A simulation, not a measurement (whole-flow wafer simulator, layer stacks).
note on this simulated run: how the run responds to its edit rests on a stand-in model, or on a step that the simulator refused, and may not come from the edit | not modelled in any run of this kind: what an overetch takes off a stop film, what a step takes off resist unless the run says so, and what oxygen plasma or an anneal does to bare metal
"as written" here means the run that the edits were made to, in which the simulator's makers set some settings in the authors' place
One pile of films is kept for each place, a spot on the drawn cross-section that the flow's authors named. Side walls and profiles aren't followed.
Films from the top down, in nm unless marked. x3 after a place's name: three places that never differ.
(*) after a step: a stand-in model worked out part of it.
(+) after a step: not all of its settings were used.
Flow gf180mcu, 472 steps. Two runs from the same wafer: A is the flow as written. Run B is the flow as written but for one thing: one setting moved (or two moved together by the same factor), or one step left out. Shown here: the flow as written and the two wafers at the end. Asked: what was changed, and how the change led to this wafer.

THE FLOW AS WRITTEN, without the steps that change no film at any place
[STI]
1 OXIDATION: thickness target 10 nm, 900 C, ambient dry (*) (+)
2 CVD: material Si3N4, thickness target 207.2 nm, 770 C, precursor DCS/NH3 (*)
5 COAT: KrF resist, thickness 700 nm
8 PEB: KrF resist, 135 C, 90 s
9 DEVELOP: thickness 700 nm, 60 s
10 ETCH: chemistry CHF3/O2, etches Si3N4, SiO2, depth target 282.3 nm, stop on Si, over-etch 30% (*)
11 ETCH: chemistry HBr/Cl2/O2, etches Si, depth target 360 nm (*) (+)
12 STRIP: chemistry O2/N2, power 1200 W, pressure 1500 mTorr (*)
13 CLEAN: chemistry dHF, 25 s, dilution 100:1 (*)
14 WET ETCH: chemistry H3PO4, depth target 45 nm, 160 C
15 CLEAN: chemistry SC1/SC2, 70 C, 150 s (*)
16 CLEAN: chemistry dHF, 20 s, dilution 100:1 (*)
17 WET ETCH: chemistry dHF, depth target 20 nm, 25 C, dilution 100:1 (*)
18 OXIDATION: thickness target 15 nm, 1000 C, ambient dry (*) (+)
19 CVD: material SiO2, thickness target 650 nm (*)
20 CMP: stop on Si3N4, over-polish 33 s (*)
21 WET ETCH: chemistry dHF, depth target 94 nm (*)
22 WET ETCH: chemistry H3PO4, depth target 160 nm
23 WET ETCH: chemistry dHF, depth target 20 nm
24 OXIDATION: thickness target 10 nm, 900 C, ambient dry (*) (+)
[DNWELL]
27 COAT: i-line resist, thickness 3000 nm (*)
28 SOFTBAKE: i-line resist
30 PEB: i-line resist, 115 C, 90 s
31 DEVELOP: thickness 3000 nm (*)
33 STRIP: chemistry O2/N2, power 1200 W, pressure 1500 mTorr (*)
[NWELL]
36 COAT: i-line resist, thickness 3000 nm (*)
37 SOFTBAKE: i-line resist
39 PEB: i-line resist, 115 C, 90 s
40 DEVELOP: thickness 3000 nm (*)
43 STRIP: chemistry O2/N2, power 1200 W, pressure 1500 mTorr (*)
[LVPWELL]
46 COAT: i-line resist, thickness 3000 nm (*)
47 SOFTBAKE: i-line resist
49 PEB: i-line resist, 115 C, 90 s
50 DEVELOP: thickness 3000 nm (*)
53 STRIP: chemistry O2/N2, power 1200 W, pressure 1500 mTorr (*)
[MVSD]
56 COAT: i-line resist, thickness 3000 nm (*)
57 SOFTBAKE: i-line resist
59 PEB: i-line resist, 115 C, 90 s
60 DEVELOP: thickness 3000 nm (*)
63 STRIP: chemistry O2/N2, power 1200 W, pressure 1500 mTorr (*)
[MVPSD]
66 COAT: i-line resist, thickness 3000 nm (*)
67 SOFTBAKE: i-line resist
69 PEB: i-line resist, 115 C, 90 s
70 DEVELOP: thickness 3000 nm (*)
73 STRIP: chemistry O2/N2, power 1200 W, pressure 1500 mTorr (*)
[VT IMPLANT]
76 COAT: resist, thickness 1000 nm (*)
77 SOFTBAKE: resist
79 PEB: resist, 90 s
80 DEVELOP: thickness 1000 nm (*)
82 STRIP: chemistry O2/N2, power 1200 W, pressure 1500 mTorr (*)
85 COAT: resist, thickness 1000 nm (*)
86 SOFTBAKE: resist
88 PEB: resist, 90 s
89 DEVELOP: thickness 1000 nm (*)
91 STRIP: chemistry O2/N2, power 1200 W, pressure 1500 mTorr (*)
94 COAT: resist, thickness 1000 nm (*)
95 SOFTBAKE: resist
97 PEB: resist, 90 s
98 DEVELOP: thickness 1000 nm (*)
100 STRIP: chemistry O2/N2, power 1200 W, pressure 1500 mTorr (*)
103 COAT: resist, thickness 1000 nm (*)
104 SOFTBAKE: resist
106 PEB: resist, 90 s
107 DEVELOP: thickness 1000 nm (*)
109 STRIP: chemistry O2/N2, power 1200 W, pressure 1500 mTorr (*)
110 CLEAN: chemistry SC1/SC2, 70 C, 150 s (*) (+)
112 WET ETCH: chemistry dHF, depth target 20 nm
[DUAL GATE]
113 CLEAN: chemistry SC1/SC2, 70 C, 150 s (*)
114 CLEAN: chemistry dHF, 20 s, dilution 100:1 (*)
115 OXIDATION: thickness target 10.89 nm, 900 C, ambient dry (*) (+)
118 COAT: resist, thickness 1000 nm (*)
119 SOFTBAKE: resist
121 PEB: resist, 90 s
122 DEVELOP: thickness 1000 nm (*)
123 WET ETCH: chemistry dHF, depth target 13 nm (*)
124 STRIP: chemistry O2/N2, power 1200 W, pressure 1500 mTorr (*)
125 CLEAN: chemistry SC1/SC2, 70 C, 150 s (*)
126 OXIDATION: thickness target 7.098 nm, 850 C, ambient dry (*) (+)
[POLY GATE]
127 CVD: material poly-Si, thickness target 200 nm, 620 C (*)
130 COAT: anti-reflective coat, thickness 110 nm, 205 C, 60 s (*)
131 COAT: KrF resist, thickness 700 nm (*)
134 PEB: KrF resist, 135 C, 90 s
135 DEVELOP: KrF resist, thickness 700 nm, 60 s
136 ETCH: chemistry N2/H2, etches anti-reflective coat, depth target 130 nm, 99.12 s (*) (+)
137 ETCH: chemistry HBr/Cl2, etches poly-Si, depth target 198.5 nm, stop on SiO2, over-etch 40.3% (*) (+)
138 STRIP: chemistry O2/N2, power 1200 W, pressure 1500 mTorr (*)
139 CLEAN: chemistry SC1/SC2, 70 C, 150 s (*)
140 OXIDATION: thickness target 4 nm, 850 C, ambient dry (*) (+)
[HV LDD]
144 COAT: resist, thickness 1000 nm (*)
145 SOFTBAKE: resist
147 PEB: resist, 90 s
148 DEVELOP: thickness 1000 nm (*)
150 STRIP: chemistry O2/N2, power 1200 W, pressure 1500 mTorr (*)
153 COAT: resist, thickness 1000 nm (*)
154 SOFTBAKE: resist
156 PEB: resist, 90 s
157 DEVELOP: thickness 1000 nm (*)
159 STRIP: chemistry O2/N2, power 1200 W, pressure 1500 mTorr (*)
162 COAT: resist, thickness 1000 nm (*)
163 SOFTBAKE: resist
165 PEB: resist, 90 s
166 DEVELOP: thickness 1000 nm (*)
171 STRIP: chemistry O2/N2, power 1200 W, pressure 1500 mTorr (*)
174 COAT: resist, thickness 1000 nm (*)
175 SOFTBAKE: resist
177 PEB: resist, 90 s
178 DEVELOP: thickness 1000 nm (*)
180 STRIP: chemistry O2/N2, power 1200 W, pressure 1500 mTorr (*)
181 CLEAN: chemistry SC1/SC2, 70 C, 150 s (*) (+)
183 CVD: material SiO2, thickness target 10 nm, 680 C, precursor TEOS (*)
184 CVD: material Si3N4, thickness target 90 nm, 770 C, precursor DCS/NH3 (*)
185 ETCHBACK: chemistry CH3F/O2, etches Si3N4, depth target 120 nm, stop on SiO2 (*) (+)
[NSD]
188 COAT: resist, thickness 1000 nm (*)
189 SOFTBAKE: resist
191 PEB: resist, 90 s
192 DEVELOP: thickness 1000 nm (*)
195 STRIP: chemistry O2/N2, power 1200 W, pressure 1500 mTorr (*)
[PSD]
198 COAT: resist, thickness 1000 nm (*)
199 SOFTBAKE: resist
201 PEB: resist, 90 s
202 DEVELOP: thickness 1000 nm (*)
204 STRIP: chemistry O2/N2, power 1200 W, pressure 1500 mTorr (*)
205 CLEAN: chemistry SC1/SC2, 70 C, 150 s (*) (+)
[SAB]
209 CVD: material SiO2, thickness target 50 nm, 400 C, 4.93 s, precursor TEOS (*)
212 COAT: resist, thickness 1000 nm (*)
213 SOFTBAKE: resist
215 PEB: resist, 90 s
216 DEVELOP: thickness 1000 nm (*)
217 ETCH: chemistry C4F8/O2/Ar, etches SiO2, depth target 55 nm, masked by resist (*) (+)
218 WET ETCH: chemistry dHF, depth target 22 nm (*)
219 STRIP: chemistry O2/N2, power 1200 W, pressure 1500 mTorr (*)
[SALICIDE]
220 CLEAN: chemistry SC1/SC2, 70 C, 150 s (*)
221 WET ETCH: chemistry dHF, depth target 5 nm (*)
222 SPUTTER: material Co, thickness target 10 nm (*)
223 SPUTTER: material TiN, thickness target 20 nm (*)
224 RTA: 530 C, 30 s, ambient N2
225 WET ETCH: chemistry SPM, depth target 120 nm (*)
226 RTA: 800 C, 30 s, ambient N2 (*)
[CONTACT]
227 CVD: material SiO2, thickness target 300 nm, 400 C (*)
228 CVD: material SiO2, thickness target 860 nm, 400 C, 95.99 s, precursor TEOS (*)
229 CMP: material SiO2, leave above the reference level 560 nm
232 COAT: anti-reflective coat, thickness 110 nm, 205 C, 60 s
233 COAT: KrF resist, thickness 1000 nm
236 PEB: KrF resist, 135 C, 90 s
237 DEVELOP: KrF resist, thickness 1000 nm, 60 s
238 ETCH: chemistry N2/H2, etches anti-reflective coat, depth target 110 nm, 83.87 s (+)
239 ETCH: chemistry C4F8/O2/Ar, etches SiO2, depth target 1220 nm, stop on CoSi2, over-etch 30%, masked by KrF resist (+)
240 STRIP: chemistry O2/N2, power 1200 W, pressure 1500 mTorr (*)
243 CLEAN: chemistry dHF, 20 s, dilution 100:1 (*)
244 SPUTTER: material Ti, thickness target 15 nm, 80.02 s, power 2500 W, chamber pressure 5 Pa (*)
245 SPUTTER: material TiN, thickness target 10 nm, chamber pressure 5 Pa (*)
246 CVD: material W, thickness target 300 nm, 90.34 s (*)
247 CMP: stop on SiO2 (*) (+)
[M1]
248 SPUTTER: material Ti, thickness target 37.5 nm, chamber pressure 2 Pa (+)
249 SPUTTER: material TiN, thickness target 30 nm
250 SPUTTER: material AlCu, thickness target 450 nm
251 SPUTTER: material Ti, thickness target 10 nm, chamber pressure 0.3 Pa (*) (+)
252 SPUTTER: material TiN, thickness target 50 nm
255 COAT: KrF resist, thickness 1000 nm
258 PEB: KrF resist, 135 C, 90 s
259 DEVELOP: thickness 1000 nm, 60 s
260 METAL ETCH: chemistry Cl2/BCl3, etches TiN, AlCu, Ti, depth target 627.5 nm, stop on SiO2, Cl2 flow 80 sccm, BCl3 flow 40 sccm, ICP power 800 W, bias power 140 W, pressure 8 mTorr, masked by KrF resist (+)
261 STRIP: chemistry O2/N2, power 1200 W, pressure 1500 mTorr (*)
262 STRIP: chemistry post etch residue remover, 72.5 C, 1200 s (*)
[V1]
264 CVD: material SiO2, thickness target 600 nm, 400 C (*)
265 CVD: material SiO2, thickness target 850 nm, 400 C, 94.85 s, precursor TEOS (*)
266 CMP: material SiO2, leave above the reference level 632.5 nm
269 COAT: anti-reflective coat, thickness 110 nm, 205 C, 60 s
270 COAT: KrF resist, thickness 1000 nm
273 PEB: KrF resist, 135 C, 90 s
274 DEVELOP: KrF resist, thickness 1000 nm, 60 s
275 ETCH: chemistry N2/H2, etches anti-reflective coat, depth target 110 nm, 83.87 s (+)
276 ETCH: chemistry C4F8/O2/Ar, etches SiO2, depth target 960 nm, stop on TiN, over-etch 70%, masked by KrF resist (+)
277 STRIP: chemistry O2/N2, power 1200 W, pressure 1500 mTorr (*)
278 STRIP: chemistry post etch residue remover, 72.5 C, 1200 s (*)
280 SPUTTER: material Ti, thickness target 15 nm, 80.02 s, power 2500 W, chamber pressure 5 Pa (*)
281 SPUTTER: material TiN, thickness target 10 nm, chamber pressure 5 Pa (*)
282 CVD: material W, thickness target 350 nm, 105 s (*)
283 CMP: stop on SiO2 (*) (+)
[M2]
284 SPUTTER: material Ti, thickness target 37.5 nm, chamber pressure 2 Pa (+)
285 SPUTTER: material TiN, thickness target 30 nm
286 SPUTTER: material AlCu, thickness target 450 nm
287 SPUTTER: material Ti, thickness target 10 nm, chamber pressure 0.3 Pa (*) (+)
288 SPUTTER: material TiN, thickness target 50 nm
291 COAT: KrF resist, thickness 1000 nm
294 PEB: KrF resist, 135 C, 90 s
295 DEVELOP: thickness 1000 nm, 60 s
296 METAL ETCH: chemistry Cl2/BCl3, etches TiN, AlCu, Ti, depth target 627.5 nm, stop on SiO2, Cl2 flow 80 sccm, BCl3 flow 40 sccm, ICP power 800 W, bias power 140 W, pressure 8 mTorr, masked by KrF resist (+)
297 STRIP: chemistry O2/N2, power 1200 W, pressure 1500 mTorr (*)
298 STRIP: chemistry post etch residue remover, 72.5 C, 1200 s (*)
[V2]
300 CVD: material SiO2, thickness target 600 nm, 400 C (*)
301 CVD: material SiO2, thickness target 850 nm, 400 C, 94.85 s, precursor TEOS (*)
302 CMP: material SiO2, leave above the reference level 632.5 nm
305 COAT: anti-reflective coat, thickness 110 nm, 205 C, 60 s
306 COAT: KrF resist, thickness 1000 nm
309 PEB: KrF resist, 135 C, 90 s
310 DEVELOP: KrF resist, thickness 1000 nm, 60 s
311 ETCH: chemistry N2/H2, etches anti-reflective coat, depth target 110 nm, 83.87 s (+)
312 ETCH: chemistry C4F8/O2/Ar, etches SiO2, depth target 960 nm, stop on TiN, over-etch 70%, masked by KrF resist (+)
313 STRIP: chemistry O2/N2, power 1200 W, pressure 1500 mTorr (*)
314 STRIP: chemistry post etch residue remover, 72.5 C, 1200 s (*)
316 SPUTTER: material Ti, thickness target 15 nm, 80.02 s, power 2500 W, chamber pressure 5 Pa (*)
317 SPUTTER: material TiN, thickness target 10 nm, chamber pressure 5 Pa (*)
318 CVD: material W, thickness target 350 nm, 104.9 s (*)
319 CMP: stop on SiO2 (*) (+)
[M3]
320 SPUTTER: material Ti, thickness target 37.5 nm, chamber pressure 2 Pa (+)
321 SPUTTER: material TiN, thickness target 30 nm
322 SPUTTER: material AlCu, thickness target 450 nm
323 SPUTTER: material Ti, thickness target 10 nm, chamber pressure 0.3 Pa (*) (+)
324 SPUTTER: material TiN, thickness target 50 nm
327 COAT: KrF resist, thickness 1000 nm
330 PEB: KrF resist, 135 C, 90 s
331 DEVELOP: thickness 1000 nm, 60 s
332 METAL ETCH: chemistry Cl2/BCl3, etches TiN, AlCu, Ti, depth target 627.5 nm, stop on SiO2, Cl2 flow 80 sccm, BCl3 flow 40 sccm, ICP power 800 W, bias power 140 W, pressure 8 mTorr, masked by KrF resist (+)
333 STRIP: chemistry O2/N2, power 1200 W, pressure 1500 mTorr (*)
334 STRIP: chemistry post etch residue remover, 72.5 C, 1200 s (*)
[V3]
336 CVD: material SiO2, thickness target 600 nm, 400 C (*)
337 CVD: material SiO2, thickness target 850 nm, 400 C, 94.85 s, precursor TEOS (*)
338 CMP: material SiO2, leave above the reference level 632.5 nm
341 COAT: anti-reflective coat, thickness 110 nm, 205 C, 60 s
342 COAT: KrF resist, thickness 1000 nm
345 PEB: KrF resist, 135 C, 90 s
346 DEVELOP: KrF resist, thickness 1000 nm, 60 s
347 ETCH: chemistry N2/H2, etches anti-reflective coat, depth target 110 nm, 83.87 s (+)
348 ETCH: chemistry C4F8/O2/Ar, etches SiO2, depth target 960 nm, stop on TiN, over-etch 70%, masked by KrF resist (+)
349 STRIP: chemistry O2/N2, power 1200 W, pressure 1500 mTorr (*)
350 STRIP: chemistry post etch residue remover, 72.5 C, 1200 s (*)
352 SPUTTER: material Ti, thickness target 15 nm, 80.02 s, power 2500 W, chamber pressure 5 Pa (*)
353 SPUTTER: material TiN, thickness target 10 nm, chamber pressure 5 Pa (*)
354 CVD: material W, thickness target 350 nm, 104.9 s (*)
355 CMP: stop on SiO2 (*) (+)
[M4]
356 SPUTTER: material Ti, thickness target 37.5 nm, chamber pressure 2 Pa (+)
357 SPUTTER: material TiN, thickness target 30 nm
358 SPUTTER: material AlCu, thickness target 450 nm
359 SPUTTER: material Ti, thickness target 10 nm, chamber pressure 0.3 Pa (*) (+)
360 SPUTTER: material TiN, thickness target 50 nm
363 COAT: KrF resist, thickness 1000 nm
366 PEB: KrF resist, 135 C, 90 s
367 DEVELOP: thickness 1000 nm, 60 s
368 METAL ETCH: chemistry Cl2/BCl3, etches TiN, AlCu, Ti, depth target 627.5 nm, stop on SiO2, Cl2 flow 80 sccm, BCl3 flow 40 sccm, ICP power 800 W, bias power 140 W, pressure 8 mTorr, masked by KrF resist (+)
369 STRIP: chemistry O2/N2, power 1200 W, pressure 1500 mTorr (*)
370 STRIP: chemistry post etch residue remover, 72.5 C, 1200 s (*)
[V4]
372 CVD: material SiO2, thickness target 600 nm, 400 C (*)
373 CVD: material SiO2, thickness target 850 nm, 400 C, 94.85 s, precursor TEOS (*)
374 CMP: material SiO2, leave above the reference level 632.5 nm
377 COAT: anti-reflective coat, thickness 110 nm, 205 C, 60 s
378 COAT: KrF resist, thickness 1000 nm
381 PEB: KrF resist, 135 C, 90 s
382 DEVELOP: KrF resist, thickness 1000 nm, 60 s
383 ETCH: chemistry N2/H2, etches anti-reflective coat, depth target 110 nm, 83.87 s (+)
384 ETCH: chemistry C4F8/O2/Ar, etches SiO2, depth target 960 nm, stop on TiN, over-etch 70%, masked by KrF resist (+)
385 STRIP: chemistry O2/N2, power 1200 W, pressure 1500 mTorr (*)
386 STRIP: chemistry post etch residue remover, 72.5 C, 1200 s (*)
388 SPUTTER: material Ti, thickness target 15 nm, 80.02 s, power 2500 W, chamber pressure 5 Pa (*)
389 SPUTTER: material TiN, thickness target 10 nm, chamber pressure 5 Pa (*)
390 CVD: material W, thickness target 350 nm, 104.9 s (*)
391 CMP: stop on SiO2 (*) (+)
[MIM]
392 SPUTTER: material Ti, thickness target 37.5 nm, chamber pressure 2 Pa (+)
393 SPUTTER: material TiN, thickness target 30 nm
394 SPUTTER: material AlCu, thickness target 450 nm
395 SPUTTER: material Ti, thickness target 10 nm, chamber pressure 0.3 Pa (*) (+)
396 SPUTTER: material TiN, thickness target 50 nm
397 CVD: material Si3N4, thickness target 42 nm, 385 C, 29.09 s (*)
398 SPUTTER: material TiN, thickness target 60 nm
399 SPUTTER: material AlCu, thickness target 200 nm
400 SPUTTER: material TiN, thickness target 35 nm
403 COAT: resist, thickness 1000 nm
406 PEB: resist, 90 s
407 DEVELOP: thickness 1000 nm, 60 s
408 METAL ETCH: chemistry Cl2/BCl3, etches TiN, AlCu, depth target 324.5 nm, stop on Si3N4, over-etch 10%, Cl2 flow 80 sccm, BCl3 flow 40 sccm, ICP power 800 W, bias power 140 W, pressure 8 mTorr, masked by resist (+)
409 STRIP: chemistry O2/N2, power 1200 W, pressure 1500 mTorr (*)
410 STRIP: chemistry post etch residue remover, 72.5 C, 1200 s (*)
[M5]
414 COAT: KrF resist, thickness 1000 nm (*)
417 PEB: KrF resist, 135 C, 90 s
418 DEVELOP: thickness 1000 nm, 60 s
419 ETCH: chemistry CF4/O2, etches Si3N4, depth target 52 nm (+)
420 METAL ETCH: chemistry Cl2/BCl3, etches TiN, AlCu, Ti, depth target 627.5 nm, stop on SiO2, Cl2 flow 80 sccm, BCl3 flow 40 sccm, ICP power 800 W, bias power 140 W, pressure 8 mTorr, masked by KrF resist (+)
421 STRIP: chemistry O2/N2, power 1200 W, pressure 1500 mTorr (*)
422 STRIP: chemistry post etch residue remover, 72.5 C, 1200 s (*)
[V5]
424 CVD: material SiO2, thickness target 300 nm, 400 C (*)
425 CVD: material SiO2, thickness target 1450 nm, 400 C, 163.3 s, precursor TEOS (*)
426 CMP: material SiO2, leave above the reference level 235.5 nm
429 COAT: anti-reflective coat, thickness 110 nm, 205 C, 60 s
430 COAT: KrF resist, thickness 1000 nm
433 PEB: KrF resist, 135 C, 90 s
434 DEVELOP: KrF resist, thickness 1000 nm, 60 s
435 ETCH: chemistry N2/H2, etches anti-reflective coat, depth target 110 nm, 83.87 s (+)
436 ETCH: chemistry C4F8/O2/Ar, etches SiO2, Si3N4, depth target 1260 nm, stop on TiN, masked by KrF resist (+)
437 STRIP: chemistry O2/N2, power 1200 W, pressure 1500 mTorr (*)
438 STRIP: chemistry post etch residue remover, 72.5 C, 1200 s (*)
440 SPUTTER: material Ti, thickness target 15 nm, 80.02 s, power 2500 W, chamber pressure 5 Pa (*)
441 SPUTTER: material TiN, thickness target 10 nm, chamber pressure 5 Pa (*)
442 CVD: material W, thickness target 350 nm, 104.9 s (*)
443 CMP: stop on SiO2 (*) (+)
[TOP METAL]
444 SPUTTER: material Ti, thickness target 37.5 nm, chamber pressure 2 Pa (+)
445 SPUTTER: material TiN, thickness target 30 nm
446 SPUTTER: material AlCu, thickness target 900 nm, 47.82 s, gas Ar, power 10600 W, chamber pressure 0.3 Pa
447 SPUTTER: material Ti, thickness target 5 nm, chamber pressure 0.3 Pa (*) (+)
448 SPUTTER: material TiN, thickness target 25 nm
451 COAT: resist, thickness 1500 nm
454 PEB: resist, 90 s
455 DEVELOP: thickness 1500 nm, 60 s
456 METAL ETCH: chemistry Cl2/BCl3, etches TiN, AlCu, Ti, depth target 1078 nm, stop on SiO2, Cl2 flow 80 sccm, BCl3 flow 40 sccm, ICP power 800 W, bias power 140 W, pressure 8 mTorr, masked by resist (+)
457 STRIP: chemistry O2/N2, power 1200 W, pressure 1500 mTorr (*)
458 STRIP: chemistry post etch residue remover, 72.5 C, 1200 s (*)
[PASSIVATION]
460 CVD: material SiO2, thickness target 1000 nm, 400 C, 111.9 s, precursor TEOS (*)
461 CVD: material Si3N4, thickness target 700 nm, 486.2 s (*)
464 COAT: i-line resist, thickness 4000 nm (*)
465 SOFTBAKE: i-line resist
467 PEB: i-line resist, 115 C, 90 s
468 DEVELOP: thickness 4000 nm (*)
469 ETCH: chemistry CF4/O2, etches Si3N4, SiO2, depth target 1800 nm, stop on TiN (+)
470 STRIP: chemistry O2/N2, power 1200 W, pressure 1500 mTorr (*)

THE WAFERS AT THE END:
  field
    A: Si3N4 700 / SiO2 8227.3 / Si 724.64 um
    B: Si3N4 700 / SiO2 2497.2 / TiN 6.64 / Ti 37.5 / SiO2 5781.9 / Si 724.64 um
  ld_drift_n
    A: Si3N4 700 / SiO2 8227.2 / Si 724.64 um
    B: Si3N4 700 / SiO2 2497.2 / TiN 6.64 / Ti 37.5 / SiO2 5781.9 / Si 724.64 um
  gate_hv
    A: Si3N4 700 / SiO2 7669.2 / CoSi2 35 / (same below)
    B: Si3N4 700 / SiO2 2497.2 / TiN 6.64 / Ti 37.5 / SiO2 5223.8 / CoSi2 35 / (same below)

The cause: step 393, SPUTTER: thickness target 36 nm was run, where the flow has thickness target 30 nm; step 394, SPUTTER: thickness target 540 nm was run, where the flow has thickness target 450 nm.

How the change led to this, step by step:
  393 SPUTTER: material TiN, thickness target 30 nm
      field, field__w1, field__w2 and 108 more: A TiN +30 (new film) | B TiN +36 (new film)
  394 SPUTTER: material AlCu, thickness target 450 nm
      field, field__w1, field__w2 and 108 more: A AlCu +450 (new film) | B AlCu +540 (new film)
  420 METAL ETCH: chemistry Cl2/BCl3, etches TiN, AlCu, Ti, depth target 627.5 nm, stop on SiO2, Cl2 flow 80 sccm, BCl3 flow 40 sccm, ICP power 800 W, bias power 140 W, pressure 8 mTorr, masked by KrF resist (+)
      field, field__w1, field__w2 and 101 more: A TiN -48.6 (all of it), Ti -10 (all of it), AlCu -450 (all of it), TiN -30 (all of it), Ti -37.5 (all of it) | B TiN -48.6 (all of it), Ti -10 (all of it), AlCu -540 (all of it), TiN -28.9
  424 CVD: material SiO2, thickness target 300 nm, 400 C (*)
      field, field__w1, field__w2 and 101 more: A SiO2 +300 | B SiO2 +300 (new film)
  426 CMP: material SiO2, leave above the reference level 235.5 nm
      field, field__w1, field__w5 and 92 more: A SiO2 -300.8 | B SiO2 -249
      field__w2, field__w3, field__w12 and 6 more: A SiO2 -272.7 | B SiO2 -218.5
Counting metal films that touch as one body, field has 1 body; the flow as written gives 0 bodies.
Counting metal films that touch as one body, ld_drift_n has 1 body; the flow as written gives 0 bodies.
Counting metal films that touch as one body, gate_hv has 2 bodies (between them, from the top down: SiO2 5223.8); the flow as written gives 1 body.
